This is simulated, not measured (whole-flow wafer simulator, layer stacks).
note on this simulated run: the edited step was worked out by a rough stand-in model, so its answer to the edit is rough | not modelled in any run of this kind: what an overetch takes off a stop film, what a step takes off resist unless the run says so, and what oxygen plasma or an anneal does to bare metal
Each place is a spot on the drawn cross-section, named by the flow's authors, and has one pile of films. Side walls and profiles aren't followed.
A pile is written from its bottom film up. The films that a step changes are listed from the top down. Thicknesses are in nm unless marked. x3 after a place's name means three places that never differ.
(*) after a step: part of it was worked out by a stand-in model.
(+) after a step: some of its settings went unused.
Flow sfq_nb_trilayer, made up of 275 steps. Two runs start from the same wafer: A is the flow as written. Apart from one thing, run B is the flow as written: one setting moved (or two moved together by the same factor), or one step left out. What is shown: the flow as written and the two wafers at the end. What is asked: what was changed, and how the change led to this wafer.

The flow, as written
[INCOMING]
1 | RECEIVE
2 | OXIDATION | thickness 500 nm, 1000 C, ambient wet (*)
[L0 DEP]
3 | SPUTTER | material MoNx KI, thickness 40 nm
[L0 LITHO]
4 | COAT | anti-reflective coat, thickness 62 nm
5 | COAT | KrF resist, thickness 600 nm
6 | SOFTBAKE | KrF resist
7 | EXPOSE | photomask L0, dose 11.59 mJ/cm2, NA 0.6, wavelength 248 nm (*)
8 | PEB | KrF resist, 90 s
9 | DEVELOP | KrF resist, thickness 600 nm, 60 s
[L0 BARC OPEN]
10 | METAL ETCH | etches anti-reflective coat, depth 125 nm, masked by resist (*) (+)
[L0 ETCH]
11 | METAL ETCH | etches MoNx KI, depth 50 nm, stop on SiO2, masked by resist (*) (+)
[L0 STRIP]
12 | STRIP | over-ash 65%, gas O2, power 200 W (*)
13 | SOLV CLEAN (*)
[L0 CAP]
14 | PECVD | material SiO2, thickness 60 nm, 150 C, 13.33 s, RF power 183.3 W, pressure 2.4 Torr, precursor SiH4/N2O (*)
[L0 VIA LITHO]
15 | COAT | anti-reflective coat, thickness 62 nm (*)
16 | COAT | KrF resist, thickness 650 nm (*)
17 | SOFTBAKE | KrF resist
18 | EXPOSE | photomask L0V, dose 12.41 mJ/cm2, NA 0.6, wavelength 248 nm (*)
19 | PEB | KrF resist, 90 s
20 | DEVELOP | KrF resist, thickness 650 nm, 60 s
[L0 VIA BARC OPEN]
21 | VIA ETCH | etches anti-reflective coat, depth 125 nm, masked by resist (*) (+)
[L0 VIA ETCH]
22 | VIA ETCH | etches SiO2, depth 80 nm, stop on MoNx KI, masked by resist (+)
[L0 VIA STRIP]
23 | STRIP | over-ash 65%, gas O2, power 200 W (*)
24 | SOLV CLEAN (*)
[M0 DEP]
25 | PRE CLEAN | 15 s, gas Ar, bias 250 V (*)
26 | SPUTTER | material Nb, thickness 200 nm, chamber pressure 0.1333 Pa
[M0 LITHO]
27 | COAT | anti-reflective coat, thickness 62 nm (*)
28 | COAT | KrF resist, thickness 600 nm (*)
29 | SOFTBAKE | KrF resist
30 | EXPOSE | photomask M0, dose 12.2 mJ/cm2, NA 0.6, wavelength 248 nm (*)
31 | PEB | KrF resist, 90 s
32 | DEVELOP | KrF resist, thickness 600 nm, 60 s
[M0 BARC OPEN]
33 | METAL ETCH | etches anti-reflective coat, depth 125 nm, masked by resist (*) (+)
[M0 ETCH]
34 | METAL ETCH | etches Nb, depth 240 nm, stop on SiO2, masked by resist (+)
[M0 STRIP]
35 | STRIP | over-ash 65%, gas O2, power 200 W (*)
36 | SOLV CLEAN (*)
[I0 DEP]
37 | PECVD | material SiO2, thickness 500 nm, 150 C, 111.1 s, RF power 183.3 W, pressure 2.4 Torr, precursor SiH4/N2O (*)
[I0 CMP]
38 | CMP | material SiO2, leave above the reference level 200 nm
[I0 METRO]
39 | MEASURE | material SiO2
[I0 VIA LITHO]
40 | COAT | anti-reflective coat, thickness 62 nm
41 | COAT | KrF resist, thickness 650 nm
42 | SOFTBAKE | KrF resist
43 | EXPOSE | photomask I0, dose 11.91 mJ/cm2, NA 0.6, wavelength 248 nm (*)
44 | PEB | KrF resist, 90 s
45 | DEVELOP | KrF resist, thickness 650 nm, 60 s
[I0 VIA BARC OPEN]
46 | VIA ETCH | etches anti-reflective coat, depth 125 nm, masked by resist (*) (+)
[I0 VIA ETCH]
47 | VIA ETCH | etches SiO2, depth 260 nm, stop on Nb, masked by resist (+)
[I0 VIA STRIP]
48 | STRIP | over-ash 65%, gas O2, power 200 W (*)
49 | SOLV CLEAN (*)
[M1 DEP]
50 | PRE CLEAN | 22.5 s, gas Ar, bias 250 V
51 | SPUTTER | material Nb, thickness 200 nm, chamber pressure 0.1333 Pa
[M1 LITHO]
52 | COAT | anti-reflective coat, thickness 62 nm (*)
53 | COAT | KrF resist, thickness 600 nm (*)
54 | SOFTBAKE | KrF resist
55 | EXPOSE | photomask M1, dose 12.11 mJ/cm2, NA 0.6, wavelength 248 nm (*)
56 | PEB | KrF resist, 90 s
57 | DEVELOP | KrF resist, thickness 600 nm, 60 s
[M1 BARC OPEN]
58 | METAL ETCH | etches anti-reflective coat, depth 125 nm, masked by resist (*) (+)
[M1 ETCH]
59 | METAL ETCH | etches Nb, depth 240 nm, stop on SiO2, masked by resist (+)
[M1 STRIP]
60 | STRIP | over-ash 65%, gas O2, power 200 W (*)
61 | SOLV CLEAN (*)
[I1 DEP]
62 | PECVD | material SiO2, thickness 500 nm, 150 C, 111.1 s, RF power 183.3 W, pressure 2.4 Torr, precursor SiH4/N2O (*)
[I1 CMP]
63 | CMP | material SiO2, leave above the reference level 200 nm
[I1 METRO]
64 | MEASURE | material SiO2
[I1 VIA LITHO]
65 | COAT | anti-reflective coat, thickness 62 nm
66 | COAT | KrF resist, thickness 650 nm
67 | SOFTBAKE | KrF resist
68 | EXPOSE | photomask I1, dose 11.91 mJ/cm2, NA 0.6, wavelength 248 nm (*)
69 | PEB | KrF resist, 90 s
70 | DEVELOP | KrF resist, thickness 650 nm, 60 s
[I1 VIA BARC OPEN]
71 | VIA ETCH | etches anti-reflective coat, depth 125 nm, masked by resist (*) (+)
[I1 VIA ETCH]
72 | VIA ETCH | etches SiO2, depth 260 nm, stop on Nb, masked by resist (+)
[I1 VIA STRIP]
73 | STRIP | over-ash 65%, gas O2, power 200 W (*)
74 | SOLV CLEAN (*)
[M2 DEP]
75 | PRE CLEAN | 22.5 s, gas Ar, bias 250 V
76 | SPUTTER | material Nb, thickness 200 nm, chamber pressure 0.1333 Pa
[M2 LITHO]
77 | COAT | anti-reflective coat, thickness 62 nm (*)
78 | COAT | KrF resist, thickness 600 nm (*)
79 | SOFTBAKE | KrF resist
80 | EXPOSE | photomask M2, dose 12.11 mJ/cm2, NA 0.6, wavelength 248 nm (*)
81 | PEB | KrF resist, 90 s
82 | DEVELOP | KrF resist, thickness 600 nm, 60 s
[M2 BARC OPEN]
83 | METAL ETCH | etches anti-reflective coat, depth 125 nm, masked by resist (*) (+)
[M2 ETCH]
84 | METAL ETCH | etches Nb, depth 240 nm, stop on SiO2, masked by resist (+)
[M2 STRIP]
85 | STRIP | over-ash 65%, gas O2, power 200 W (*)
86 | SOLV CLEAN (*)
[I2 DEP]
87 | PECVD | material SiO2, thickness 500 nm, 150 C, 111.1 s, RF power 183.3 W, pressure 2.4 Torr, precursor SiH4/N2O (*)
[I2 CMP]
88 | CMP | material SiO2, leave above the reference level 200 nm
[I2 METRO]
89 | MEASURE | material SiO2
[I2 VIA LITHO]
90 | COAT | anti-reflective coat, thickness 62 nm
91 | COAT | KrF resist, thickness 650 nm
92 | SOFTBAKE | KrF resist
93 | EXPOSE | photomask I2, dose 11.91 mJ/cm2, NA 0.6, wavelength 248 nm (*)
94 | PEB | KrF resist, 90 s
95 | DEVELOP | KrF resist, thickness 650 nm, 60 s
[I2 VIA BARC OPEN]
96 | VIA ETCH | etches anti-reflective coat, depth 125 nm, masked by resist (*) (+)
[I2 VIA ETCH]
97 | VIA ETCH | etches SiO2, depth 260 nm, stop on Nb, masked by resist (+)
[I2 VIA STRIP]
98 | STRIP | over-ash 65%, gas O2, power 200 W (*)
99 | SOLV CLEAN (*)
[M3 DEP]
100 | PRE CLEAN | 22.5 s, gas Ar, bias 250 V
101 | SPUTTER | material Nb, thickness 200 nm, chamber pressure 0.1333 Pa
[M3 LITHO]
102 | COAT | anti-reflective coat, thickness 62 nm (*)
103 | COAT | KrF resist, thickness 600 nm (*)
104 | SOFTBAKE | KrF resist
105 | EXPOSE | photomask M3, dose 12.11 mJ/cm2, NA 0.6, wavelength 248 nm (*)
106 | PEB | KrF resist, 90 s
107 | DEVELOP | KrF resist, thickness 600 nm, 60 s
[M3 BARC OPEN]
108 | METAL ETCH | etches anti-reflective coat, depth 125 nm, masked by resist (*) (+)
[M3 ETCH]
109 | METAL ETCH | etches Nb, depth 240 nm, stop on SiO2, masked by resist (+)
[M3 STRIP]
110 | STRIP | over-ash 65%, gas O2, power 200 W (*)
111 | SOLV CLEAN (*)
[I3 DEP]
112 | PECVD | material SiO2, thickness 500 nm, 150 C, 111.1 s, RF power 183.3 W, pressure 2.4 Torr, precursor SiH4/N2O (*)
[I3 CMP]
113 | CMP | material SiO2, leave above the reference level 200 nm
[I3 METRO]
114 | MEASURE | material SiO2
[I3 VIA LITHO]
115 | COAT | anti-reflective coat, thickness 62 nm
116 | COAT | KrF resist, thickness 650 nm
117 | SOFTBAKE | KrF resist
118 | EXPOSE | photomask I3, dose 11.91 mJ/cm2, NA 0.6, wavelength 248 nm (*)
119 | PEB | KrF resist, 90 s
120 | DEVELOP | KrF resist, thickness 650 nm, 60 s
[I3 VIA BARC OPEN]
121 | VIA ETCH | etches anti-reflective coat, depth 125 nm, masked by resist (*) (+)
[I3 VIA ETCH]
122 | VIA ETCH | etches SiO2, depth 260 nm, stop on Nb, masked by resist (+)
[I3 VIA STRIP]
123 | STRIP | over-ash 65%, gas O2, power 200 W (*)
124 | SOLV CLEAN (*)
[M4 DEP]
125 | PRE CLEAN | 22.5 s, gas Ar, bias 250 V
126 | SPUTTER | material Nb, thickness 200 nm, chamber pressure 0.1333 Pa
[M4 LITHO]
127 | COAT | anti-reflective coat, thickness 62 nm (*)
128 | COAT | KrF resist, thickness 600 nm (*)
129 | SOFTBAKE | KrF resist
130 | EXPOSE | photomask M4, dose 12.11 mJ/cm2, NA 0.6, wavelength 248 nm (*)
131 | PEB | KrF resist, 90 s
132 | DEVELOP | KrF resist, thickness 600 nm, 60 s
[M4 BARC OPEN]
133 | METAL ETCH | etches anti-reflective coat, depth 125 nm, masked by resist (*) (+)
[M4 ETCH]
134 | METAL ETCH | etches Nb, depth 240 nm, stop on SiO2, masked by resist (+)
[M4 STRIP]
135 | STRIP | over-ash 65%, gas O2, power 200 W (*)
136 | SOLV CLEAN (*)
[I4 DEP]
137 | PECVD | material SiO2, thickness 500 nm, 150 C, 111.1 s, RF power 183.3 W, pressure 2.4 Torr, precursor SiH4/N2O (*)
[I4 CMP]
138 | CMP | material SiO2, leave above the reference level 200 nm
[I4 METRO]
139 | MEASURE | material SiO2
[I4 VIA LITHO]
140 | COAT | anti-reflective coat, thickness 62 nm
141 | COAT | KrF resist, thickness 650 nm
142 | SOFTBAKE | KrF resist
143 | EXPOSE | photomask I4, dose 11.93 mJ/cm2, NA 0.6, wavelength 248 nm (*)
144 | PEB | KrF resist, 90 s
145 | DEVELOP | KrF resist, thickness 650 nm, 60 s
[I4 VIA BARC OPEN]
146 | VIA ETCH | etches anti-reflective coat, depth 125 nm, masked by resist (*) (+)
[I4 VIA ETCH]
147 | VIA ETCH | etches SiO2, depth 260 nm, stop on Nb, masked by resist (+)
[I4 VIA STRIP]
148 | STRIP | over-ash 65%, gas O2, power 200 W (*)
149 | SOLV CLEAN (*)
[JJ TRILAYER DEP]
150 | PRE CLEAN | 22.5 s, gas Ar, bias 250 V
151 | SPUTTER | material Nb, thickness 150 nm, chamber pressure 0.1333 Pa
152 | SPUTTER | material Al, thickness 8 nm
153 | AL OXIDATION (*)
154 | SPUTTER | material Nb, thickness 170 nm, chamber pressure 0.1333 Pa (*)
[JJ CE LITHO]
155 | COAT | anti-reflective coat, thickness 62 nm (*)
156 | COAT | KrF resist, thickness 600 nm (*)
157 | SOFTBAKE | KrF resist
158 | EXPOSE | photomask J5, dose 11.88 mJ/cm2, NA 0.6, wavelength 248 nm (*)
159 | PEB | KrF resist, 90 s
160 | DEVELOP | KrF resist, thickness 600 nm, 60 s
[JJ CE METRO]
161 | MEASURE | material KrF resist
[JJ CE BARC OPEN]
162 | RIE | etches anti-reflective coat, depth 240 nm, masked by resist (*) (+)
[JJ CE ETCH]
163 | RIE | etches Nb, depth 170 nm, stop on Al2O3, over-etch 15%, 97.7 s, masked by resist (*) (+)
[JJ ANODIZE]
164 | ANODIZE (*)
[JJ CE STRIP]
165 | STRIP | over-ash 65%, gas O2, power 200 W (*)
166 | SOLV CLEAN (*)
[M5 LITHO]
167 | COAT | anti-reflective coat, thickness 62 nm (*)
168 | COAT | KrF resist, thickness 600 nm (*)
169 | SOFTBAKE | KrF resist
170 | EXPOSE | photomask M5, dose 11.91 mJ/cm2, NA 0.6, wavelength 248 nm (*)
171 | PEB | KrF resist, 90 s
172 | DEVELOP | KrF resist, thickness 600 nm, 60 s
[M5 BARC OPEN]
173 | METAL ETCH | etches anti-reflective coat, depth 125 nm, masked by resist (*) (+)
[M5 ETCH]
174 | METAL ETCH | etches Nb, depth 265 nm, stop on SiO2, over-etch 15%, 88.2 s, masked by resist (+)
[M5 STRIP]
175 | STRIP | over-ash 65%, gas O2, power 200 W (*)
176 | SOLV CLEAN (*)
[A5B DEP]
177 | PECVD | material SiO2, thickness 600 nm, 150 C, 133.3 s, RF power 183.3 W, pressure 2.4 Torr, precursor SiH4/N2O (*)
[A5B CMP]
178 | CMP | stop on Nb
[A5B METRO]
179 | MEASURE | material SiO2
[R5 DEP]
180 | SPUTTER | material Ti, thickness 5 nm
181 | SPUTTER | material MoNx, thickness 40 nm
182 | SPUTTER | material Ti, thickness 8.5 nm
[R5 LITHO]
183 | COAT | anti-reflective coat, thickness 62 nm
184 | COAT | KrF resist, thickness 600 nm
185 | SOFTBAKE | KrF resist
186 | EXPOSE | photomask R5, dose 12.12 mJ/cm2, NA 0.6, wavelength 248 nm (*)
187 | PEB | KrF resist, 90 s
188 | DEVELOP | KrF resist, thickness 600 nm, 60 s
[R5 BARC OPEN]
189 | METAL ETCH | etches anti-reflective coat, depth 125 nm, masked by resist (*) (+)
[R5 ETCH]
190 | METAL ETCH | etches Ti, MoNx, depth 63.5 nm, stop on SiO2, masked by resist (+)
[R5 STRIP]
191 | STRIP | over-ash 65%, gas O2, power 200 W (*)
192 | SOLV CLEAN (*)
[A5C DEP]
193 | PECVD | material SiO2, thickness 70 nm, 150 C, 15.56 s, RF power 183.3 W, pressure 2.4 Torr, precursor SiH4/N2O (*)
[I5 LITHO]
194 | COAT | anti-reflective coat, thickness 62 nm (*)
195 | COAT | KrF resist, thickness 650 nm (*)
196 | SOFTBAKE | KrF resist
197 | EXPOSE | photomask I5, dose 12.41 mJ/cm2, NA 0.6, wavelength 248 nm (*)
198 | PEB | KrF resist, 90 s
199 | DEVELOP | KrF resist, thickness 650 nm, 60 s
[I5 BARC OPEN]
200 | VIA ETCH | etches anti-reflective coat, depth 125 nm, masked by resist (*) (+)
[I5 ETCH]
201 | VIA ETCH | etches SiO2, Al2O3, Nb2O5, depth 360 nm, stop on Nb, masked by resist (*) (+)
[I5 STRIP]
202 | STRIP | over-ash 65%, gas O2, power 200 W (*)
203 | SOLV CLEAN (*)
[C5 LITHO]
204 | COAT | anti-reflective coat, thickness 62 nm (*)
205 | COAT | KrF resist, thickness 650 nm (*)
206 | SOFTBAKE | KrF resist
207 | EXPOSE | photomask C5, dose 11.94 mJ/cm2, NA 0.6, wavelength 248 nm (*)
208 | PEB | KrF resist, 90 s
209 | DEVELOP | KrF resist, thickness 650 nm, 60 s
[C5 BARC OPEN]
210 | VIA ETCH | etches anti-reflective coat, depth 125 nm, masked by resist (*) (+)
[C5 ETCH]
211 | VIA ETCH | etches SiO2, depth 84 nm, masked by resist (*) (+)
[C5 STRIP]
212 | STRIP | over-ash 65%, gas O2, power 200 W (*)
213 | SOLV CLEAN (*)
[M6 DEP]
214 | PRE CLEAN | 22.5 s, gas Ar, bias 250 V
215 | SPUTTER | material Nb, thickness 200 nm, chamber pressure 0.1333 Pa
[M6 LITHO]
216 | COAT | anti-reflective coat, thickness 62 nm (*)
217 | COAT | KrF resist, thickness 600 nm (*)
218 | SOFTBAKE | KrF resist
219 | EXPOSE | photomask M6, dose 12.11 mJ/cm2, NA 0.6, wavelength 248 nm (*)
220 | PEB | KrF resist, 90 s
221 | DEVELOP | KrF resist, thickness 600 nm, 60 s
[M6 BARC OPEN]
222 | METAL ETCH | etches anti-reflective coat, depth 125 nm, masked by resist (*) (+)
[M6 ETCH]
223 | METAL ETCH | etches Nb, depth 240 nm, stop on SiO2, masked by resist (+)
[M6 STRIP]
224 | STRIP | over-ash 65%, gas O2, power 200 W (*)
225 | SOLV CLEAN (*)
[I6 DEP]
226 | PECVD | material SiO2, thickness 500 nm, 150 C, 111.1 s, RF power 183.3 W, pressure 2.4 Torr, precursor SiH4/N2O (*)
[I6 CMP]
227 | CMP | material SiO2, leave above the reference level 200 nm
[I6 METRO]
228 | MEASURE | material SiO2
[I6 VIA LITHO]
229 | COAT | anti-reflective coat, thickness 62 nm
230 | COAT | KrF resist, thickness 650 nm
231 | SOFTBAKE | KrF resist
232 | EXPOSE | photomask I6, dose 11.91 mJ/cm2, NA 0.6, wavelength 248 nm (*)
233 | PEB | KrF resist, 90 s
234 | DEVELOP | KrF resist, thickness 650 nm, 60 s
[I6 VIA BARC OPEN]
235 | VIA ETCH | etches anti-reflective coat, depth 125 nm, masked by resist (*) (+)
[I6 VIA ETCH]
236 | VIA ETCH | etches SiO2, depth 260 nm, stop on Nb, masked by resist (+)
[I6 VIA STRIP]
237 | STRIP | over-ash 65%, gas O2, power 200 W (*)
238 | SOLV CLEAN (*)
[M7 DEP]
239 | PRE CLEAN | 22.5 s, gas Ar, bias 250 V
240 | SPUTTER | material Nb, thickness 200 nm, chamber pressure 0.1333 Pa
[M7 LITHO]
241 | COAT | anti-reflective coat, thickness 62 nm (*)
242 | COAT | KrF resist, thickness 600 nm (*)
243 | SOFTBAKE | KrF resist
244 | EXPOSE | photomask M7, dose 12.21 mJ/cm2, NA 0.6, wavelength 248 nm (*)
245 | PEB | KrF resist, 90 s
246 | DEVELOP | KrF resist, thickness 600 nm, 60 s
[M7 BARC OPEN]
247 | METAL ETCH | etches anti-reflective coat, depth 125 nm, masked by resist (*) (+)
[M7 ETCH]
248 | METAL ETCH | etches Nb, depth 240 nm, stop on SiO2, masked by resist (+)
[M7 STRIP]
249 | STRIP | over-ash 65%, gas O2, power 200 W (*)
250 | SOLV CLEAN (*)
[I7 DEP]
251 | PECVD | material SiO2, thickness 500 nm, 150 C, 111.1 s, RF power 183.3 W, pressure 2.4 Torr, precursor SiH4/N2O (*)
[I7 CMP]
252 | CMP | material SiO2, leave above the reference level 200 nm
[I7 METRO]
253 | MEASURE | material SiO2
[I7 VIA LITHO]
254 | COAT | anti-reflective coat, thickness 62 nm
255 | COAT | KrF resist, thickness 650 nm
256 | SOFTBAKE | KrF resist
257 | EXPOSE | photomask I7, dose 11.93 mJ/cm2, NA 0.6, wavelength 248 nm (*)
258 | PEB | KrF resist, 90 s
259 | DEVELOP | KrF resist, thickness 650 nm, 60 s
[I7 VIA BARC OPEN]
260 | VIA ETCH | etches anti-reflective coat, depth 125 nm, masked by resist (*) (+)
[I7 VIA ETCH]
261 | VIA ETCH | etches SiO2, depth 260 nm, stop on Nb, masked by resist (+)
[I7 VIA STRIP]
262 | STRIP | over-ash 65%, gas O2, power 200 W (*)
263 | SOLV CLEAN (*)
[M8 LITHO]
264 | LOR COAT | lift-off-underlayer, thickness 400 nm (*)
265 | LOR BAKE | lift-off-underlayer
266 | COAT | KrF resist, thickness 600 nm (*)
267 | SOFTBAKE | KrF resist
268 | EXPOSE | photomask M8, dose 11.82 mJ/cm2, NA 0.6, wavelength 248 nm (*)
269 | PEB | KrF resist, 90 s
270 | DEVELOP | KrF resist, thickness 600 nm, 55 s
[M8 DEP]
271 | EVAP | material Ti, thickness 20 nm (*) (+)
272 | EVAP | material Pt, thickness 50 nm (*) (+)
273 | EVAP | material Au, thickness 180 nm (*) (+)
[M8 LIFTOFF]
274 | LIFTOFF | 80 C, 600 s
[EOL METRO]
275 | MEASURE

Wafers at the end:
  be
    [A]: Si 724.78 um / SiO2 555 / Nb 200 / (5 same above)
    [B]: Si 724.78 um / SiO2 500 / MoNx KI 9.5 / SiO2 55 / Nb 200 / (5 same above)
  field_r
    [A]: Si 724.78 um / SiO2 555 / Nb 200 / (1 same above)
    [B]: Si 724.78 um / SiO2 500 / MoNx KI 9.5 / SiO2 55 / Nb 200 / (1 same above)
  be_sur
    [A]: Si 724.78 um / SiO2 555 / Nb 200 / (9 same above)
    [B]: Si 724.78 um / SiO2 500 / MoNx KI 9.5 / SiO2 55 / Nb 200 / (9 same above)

The reason: step 11, METAL ETCH: depth 30.5 nm was run, while the flow as written has depth 50 nm.

Step by step, how the change led to this:
  11 | METAL ETCH | etches MoNx KI, depth 50 nm, stop on SiO2, masked by resist (*) (+)
      v_sur, via_wl, via_w and 97 more: A -40 MoNx KI (all of it) | B -30.5 MoNx KI
      field_l, l0_sur, l0v, l0r_line_l, l0r_line_c, l0r_line_r: A -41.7 KrF resist | B -25.4 KrF resist
  12 | STRIP | over-ash 65%, gas O2, power 200 W (*)
      field_l, l0_sur, l0v, l0r_line_l, l0r_line_c, l0r_line_r: A -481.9 KrF resist (all of it), -62 anti-reflective coat (all of it) | B -498.1 KrF resist (all of it), -62 anti-reflective coat (all of it)
  14 | PECVD | material SiO2, thickness 60 nm, 150 C, 13.33 s, RF power 183.3 W, pressure 2.4 Torr, precursor SiH4/N2O (*)
      v_sur, via_wl, via_w and 97 more: A +60 SiO2 | B +60 SiO2 (new film)
  15 | COAT | anti-reflective coat, thickness 62 nm (*)
      v_sur: A +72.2 anti-reflective coat (new film) | B +69.8 anti-reflective coat (new film)
      lsp_r: A +68.1 anti-reflective coat (new film) | B +66.7 anti-reflective coat (new film)
      (and at 2 other places as well)
  23 | STRIP | over-ash 65%, gas O2, power 200 W (*)
      v_sur: A -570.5 KrF resist (all of it), -72.2 anti-reflective coat (all of it) | B -567.7 KrF resist (all of it), -69.8 anti-reflective coat (all of it)
      lsp_r: A -572.6 KrF resist (all of it), -68.1 anti-reflective coat (all of it) | B -569.5 KrF resist (all of it), -66.7 anti-reflective coat (all of it)
      (and at 2 other places as well)
  27 | COAT | anti-reflective coat, thickness 62 nm (*)
      v_sur: A +72.3 anti-reflective coat (new film) | B +70 anti-reflective coat (new film)
      lsp_r: A +67.8 anti-reflective coat (new film) | B +66.3 anti-reflective coat (new film)
      (and at 2 other places as well)
  35 | STRIP | over-ash 65%, gas O2, power 200 W (*)
      v_sur: A -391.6 KrF resist (all of it), -72.3 anti-reflective coat (all of it) | B -389.3 KrF resist (all of it), -70 anti-reflective coat (all of it)
      lsp_r: A -389.8 KrF resist (all of it), -67.8 anti-reflective coat (all of it) | B -386.9 KrF resist (all of it), -66.3 anti-reflective coat (all of it)
      (and at 2 other places as well)
  38 | CMP | material SiO2, leave above the reference level 200 nm
      field_l, l0_sur, l0r_line_l, l0r_line_c, l0r_line_r: A -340 SiO2 | B -330.5 SiO2
      l0v: A -277.8 SiO2 | B -268.3 SiO2
If metal films that touch count as one body, be has 4 bodies (between them, from the top down: SiO2 503.2; SiO2 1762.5; SiO2 55); the flow as written gives 3 bodies (between them, from the top down: SiO2 503.2; SiO2 1762.5).
If metal films that touch count as one body, field_r has 2 bodies (between them, from the top down: SiO2 55); the flow as written gives 1 body.
If metal films that touch count as one body, be_sur has 5 bodies (between them, from the top down: SiO2 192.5; SiO2 209 / Al2O3 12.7 / Nb2O5 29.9; SiO2 1762.5; SiO2 55); the flow as written gives 4 bodies (between them, from the top down: SiO2 192.5; SiO2 209 / Al2O3 12.7 / Nb2O5 29.9; SiO2 1762.5).
